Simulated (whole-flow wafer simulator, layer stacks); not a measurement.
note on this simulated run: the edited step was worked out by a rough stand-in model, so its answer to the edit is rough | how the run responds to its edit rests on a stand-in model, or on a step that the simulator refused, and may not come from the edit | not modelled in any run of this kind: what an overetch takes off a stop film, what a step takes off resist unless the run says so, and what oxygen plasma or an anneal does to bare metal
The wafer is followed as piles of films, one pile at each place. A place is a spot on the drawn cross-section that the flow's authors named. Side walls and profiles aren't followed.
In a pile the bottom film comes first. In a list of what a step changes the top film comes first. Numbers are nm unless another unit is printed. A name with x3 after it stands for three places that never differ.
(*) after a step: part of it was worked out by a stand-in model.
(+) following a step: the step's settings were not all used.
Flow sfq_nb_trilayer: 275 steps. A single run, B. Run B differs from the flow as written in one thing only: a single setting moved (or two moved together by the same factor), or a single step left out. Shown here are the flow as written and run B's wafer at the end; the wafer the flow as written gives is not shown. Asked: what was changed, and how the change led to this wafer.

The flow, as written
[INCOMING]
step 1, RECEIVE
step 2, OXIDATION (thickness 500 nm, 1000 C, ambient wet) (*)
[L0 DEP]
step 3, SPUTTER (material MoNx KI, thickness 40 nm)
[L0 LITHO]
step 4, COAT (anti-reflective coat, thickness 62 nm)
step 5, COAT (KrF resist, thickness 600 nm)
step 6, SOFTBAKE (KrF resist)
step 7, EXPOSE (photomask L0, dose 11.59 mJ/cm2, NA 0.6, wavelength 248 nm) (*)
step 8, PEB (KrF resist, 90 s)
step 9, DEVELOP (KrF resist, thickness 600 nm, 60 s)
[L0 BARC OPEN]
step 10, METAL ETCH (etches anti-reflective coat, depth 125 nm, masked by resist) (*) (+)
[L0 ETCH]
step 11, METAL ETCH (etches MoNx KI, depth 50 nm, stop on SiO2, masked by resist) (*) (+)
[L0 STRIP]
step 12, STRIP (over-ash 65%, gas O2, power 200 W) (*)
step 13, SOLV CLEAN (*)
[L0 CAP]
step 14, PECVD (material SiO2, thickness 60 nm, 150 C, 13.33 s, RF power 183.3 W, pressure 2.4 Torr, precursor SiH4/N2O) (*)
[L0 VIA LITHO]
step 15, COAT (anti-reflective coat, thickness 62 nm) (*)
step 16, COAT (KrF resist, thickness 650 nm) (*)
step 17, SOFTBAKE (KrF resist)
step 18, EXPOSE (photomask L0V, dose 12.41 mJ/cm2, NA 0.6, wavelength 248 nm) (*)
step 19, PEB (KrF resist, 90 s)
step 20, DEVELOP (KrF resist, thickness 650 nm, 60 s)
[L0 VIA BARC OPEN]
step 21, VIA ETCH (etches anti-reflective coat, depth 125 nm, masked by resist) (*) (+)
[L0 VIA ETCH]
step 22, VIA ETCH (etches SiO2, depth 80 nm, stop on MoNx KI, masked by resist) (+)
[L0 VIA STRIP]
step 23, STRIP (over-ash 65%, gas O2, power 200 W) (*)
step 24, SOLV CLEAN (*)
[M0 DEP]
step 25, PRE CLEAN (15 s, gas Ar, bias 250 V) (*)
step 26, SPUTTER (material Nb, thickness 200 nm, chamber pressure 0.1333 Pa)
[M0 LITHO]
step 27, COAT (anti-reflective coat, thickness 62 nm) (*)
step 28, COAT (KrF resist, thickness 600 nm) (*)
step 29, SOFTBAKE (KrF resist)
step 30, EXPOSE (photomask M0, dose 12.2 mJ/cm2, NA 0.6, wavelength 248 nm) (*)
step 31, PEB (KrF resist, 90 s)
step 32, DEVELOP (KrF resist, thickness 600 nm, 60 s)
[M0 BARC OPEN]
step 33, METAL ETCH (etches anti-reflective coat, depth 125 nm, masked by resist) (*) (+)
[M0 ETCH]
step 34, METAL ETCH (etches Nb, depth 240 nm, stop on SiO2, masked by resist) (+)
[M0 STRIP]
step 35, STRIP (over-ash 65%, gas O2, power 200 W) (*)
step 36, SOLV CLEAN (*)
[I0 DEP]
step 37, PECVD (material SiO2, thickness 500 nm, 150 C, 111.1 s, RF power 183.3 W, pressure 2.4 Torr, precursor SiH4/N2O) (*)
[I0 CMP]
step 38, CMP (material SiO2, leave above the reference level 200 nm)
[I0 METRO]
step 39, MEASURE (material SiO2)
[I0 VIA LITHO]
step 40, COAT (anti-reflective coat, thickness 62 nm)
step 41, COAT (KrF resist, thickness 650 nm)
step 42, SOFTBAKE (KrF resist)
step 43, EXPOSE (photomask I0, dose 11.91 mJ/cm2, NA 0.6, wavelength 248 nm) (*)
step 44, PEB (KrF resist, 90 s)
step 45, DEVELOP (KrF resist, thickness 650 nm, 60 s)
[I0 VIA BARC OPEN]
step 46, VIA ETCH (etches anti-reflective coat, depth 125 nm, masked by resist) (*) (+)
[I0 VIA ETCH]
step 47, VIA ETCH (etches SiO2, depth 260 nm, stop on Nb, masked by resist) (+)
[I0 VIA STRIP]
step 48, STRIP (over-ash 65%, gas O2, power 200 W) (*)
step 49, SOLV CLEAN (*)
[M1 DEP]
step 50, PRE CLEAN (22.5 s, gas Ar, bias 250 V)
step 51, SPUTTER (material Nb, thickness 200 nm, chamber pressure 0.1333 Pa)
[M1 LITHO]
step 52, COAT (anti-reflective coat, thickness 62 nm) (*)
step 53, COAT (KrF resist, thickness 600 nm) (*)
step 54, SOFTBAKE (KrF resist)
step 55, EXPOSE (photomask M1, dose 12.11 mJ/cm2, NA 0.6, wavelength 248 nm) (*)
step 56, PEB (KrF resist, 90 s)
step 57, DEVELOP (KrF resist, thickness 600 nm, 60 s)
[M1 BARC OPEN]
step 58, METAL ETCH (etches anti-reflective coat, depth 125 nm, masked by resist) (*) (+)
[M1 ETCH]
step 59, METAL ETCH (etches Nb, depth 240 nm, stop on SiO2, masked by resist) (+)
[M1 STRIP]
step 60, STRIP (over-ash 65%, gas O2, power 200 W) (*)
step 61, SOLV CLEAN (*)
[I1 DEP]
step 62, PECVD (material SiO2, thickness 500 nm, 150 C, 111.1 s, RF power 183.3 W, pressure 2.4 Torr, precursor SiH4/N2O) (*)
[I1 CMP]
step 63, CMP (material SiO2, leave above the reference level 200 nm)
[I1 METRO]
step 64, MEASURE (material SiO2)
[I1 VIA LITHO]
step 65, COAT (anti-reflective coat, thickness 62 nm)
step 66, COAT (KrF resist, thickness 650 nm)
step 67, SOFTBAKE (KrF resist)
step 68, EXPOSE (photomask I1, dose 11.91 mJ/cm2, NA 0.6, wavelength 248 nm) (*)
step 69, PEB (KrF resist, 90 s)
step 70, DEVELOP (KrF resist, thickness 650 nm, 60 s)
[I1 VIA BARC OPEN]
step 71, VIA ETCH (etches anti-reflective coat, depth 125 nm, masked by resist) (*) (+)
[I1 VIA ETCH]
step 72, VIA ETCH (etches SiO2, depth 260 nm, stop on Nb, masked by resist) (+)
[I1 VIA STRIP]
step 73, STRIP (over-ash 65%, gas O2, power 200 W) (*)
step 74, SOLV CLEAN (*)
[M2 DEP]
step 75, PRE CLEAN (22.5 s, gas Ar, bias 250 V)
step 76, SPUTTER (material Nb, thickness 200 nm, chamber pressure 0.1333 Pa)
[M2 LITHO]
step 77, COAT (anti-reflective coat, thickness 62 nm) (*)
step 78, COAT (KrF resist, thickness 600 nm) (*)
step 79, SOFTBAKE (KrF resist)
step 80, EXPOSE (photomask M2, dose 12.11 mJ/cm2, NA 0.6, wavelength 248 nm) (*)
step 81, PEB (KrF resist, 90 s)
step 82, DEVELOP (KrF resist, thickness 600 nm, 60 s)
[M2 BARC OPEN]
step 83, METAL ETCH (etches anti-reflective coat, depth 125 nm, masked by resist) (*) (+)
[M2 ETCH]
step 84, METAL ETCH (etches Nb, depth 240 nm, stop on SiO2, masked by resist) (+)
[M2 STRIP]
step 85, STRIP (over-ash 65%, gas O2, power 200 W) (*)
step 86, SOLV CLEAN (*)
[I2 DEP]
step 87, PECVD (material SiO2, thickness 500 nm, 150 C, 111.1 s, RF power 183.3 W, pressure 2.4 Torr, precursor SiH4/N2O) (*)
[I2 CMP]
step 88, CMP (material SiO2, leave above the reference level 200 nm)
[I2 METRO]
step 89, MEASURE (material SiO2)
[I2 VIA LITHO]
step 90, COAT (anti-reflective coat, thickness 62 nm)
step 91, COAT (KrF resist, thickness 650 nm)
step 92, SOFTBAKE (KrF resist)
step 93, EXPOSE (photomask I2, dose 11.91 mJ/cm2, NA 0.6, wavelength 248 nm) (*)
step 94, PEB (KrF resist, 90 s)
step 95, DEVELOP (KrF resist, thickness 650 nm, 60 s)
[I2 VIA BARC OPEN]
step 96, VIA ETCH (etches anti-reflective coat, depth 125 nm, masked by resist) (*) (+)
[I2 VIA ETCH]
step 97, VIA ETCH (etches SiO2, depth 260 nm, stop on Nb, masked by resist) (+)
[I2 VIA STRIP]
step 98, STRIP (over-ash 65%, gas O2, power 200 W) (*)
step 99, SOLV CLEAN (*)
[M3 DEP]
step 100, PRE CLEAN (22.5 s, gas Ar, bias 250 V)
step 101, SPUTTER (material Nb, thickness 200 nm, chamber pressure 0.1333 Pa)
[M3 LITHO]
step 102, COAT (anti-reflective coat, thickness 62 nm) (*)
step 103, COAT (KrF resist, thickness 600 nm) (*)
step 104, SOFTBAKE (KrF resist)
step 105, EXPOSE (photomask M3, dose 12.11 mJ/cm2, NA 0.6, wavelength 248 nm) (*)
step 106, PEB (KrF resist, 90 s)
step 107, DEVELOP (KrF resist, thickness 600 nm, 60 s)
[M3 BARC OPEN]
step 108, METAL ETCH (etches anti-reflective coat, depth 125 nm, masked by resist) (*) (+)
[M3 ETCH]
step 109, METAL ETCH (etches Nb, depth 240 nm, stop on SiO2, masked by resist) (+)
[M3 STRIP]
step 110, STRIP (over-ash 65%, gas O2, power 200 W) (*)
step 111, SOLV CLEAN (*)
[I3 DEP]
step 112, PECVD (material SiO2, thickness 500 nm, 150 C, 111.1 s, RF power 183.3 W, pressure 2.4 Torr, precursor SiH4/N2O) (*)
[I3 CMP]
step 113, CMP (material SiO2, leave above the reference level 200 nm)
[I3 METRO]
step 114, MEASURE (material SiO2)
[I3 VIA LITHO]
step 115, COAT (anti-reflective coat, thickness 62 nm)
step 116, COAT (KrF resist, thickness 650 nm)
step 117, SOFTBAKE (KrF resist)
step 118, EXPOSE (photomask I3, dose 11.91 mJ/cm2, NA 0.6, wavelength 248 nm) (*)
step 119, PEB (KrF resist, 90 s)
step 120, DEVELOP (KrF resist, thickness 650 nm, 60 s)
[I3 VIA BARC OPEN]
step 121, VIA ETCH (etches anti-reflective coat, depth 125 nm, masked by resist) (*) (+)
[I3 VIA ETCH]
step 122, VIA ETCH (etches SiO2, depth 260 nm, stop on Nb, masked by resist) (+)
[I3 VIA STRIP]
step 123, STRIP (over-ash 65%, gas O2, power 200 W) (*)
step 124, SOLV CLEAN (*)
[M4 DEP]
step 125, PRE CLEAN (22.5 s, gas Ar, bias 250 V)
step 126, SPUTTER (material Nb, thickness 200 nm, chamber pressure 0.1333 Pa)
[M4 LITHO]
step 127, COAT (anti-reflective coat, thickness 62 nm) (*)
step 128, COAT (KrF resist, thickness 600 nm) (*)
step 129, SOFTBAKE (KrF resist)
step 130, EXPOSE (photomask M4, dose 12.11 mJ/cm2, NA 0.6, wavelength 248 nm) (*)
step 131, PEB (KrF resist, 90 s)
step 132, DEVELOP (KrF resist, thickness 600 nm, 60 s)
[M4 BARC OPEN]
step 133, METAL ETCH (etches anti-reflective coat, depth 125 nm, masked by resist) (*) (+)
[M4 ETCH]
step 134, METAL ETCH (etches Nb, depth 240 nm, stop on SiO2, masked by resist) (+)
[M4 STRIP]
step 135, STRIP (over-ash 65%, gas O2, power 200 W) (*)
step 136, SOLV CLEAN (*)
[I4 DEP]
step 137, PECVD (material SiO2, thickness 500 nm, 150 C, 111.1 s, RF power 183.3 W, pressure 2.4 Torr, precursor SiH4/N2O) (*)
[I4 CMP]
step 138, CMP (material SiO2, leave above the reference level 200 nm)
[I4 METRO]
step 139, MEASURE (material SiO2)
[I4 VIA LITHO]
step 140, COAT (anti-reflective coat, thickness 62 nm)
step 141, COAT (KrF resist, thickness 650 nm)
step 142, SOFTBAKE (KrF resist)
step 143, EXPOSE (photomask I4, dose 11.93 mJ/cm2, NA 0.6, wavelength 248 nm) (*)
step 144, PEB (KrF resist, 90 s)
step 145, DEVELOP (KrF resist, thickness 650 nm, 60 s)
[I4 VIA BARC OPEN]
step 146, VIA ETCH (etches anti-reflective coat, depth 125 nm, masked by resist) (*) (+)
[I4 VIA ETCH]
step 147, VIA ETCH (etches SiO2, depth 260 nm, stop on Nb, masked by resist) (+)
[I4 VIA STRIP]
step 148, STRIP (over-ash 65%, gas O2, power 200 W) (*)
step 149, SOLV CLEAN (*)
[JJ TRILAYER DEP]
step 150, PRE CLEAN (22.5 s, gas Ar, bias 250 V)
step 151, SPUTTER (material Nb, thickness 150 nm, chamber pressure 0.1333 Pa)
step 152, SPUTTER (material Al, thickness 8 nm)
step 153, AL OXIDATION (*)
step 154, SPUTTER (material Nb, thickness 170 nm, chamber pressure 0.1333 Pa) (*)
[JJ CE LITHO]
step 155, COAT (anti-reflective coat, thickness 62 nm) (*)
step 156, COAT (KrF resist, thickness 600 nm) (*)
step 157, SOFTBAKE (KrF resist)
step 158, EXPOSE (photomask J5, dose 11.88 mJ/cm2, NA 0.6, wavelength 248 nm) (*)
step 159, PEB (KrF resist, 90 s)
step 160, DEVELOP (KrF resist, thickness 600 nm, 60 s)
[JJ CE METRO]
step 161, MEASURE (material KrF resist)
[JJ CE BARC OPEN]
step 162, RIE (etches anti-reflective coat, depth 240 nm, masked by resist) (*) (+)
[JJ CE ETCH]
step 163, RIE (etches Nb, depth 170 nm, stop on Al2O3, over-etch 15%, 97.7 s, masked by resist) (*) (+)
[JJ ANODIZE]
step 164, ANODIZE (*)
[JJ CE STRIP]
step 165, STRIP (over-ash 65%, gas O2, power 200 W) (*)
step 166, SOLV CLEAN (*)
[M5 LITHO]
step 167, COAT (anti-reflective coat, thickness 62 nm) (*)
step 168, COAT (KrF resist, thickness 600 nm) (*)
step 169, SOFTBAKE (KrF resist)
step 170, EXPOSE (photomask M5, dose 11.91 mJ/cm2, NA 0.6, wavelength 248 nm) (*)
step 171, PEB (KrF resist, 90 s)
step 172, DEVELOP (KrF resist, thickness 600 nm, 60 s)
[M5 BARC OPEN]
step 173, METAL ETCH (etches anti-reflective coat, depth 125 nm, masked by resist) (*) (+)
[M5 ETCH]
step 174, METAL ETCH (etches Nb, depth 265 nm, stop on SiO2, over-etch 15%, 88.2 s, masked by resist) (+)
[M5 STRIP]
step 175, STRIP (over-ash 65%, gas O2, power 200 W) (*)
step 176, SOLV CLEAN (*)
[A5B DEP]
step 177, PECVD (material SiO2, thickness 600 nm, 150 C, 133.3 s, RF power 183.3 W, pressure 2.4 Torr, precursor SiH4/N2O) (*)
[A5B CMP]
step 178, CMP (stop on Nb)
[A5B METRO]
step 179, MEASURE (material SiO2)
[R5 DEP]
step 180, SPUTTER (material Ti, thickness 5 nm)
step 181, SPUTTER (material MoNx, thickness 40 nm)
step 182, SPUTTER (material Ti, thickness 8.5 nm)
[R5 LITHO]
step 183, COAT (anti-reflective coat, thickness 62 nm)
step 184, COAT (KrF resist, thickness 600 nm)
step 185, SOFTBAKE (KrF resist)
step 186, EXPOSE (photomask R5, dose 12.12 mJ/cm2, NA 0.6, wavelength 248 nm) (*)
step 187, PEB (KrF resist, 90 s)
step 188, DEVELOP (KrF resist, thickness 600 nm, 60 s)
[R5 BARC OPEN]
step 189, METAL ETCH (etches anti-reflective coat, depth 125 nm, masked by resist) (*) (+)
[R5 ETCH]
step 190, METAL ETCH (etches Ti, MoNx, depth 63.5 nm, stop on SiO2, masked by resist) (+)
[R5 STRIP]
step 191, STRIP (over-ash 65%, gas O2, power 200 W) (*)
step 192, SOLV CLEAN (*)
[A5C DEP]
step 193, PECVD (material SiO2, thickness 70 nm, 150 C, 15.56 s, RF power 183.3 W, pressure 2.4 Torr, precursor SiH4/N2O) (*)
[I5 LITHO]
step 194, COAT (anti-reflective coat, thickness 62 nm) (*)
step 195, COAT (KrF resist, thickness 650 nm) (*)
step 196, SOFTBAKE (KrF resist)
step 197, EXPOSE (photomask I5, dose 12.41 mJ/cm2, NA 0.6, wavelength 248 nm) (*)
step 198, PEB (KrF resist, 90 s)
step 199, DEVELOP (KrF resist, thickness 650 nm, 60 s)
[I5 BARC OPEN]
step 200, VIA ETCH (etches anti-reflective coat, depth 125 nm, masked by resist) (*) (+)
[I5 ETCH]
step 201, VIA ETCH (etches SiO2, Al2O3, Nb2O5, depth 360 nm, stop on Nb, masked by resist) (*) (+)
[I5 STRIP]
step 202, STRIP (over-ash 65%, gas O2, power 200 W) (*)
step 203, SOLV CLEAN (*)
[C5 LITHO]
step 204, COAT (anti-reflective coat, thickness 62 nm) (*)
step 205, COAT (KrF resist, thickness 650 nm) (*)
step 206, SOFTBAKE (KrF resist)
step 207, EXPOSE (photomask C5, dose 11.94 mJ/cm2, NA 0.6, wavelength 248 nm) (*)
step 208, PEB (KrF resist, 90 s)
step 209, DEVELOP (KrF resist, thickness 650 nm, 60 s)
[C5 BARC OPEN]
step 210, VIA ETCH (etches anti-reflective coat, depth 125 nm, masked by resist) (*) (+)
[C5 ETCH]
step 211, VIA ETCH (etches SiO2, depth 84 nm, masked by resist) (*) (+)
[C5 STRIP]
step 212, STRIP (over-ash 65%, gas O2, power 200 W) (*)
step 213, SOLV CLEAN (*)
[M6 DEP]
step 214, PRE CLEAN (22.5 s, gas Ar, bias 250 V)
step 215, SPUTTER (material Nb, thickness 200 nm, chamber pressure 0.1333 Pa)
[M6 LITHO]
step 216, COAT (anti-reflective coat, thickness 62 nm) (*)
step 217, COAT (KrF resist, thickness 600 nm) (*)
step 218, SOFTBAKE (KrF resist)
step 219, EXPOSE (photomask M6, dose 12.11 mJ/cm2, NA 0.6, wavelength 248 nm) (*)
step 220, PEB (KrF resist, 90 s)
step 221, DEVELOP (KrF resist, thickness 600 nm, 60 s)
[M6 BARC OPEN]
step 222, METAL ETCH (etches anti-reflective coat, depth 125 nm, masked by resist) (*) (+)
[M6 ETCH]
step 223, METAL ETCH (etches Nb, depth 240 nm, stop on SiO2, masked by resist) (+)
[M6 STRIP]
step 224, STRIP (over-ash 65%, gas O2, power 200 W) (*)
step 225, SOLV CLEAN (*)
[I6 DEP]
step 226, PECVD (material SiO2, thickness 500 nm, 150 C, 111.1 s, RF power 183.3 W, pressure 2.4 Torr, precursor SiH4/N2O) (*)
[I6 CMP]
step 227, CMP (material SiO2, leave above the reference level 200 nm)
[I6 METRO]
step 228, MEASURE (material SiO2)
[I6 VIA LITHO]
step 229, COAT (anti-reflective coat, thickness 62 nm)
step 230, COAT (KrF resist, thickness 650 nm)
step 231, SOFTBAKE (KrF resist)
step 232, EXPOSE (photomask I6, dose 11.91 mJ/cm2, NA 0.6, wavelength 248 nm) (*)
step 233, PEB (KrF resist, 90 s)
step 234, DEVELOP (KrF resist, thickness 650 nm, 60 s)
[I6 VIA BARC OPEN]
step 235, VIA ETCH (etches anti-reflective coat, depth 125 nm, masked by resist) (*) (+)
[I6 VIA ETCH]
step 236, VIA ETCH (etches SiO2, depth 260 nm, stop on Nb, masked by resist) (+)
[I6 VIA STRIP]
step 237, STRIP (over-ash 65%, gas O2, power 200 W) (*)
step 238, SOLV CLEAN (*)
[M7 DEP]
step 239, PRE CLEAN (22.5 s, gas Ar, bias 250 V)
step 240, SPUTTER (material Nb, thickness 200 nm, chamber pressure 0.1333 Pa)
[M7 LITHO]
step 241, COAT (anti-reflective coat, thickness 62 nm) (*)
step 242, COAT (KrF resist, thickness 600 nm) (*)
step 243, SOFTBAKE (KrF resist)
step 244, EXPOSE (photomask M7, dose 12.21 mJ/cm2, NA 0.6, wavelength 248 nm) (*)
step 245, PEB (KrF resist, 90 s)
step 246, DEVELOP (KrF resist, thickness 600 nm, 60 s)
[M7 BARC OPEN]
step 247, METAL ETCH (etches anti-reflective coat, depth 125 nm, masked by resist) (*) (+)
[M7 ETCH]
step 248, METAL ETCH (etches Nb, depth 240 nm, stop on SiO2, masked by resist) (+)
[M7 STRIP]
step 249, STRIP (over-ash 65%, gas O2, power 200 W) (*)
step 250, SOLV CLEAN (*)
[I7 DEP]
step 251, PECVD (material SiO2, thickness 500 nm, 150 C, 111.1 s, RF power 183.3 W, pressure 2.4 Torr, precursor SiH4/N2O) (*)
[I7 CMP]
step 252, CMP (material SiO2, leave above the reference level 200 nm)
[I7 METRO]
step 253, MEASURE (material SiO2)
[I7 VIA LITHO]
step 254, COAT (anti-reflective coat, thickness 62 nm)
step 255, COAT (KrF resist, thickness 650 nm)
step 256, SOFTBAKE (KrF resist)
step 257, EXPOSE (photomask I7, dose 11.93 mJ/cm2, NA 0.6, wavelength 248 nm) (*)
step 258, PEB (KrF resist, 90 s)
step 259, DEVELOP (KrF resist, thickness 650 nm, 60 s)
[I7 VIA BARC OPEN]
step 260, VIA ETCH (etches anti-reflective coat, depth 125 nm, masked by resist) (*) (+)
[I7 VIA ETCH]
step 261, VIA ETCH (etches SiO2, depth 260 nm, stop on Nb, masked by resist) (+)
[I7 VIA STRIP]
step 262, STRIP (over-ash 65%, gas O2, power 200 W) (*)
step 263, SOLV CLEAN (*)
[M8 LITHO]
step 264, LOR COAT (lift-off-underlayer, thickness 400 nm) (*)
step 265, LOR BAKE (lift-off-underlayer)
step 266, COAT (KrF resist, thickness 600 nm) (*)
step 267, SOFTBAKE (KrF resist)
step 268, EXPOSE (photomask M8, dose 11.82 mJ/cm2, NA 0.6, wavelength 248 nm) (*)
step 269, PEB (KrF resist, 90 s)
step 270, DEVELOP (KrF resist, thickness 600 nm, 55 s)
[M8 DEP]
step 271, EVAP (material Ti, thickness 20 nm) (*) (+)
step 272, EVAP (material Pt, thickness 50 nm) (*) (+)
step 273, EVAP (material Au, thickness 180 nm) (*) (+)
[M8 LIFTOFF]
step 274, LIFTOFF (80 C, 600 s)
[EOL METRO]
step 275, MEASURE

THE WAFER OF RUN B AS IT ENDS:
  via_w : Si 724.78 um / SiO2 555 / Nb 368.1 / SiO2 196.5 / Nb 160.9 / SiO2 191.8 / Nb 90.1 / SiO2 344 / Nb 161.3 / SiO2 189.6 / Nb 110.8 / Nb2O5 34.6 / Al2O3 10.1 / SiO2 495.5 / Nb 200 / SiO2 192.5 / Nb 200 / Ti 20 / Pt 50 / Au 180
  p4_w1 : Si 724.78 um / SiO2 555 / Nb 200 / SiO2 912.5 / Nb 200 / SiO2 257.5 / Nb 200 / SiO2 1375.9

Cause: step 62, PECVD: thickness 235 nm was run, though the flow has thickness 500 nm; step 62, PECVD: 52.22 s was run, where the flow has 111.1 s.

Step by step, how the change led to this:
  step 62, PECVD (material SiO2, thickness 500 nm, 150 C, 111.1 s, RF power 183.3 W, pressure 2.4 Torr, precursor SiH4/N2O) (*)
      field_l, be, be_sur and 72 more: +235 SiO2 (as written it would have been: +500 SiO2)
      v_sur, via_wl, via_wr and 20 more: +235 SiO2 (new film) (as written it would have been: +500 SiO2 (new film))
      (also at 8 further places)
  step 63, CMP (material SiO2, leave above the reference level 200 nm)
      field_l, be, be_sur and 72 more: nothing (as written it would have been: -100 SiO2)
      lsp_m, ln_m6, lsp_r, l0_sur, l0v: nothing (as written it would have been: -94.9 SiO2)
      (also at 26 further places)
  step 65, COAT (anti-reflective coat, thickness 62 nm)
      r_sur, res, p3_s1, p3_l3, p3_s3, p3_l4, p3_s4, p3_l5: +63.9 anti-reflective coat (new film) (as written it would have been: +62 anti-reflective coat (new film))
      m0r_space_l, m0r_space_r, m6r_space_l, m6r_space_r, m7r_space_l, m7r_space_r: +81.1 anti-reflective coat (new film) (as written it would have been: +62 anti-reflective coat (new film))
      (also at 76 further places)
  step 66, COAT (KrF resist, thickness 650 nm)
      m0r_line_l, m0r_line_r, m6r_line_l, m6r_line_r, m7r_line_l, m7r_line_r: +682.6 KrF resist (new film) (as written it would have been: +650 KrF resist (new film))
      m0r_space_l, m0r_space_r, m6r_space_l, m6r_space_r, m7r_space_l, m7r_space_r: +671.3 KrF resist (new film) (as written it would have been: +650 KrF resist (new film))
      (also at 60 further places)
  step 70, DEVELOP (KrF resist, thickness 650 nm, 60 s)
      via_v: -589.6 KrF resist (all of it) (as written it would have been: -648.6 KrF resist (all of it))
  step 71, VIA ETCH (etches anti-reflective coat, depth 125 nm, masked by resist) (*) (+)
      field_l, v_sur, via_wl and 102 more: -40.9 KrF resist (as written it would have been: -51.7 KrF resist)
      via_v: -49 anti-reflective coat (all of it), -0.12 SiO2 (as written it would have been: -62 anti-reflective coat (all of it), -0.16 SiO2)
  step 73, STRIP (over-ash 65%, gas O2, power 200 W) (*)
      m0r_line_l, m0r_line_r, m6r_line_l, m6r_line_r, m7r_line_l, m7r_line_r: -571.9 KrF resist (all of it), -61.8 anti-reflective coat (all of it) (as written it would have been: -528.6 KrF resist (all of it), -62 anti-reflective coat (all of it))
      m0r_space_l, m0r_space_r, m6r_space_l, m6r_space_r, m7r_space_l, m7r_space_r: -560.7 KrF resist (all of it), -81.1 anti-reflective coat (all of it) (as written it would have been: -528.6 KrF resist (all of it), -62 anti-reflective coat (all of it))
      (also at 93 further places)
  step 76, SPUTTER (material Nb, thickness 200 nm, chamber pressure 0.1333 Pa)
      lsp_m, ln_m6, lsp_r, l0_sur, l0v: +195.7 Nb (new film) (as written it would have been: +200 Nb (new film))
      be, lsp_l: +184.9 Nb (new film) (as written it would have been: +200 Nb (new film))
      (also at 1 further place)
  step 77, COAT (anti-reflective coat, thickness 62 nm) (*)
      p3_s1, p3_l3, p3_s3, p3_l4, p3_s4, p3_l5: +63.8 anti-reflective coat (new film) (as written it would have been: +62 anti-reflective coat (new film))
      wl_a_sr, wl_b_sl, wl_b_m5, wl_b_sr: +58.6 anti-reflective coat (new film) (as written it would have been: +62 anti-reflective coat (new film))
      (also at 80 further places)
  step 78, COAT (KrF resist, thickness 600 nm) (*)
      m0r_line_l, m6r_line_l, m7r_line_l: +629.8 KrF resist (new film) (as written it would have been: +600 KrF resist (new film))
      m0r_space_l, m6r_space_l, m7r_space_l: +622.1 KrF resist (new film) (as written it would have been: +600 KrF resist (new film))
      (also at 66 further places)
  step 82, DEVELOP (KrF resist, thickness 600 nm, 60 s)
      m0r_line_l, m6r_line_l, m7r_line_l: -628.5 KrF resist (all of it) (as written it would have been: -598.7 KrF resist (all of it))
      m0r_space_l, m6r_space_l, m7r_space_l: -620.8 KrF resist (all of it) (as written it would have been: -598.7 KrF resist (all of it))
      (also at 45 further places)
  step 83, METAL ETCH (etches anti-reflective coat, depth 125 nm, masked by resist) (*) (+)
      m5r_linepad_l, m5r_linepad_r, r5r_spacepad_l, r5r_spacepad_r, m8r_pad_l, m8r_pad_r: -125 anti-reflective coat (as written it would have been: -62 anti-reflective coat (all of it))
      v_sur, via_wl, via_w and 19 more: -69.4 KrF resist (as written it would have been: -51.7 KrF resist)
      (also at 62 further places)
  step 84, METAL ETCH (etches Nb, depth 240 nm, stop on SiO2, masked by resist) (+)
      m5r_linepad_l, m5r_linepad_r: -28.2 anti-reflective coat (all of it), -200 Nb (all of it) (as written it would have been: -200 Nb (all of it))
      r5r_spacepad_l, r5r_spacepad_r: -28.5 anti-reflective coat (all of it), -200 Nb (all of it) (as written it would have been: -200 Nb (all of it))
      (also at 9 further places)
  step 85, STRIP (over-ash 65%, gas O2, power 200 W) (*)
      v_sur: -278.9 KrF resist (all of it), -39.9 anti-reflective coat (all of it) (as written it would have been: -380 KrF resist (all of it), -61.4 anti-reflective coat (all of it))
      via_wl: -288.4 KrF resist (all of it), -33.4 anti-reflective coat (all of it) (as written it would have been: -379.5 KrF resist (all of it), -61.3 anti-reflective coat (all of it))
      (also at 20 further places)
  step 87, PECVD (material SiO2, thickness 500 nm, 150 C, 111.1 s, RF power 183.3 W, pressure 2.4 Torr, precursor SiH4/N2O) (*)
      wl_d_sl, wl_d_sr: +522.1 SiO2 (as written it would have been: +500 SiO2)
      via_w: +616.5 SiO2 (new film) (as written it would have been: +500 SiO2 (new film))
  step 88, CMP (material SiO2, leave above the reference level 200 nm)
      field_l, be, be_sur and 79 more: nothing (as written it would have been: -100 SiO2)
      via_w: -157.1 SiO2 (as written it would have been: -300 SiO2)
  ... another 41 steps ...
  step 178, CMP (stop on Nb)
      via_w: -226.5 SiO2 (as written it would have been: -235.2 SiO2)
If metal films that touch count as one body, via_w has 7 bodies (between them, from the top down: SiO2 192.5; SiO2 495.5 / Al2O3 10.1 / Nb2O5 34.6; SiO2 189.6; SiO2 344; SiO2 191.8; SiO2 196.5); the flow as written gives 5 bodies (between them, from the top down: SiO2 192.5; SiO2 427.3 / Al2O3 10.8 / Nb2O5 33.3; SiO2 425.9; SiO2 416.9).
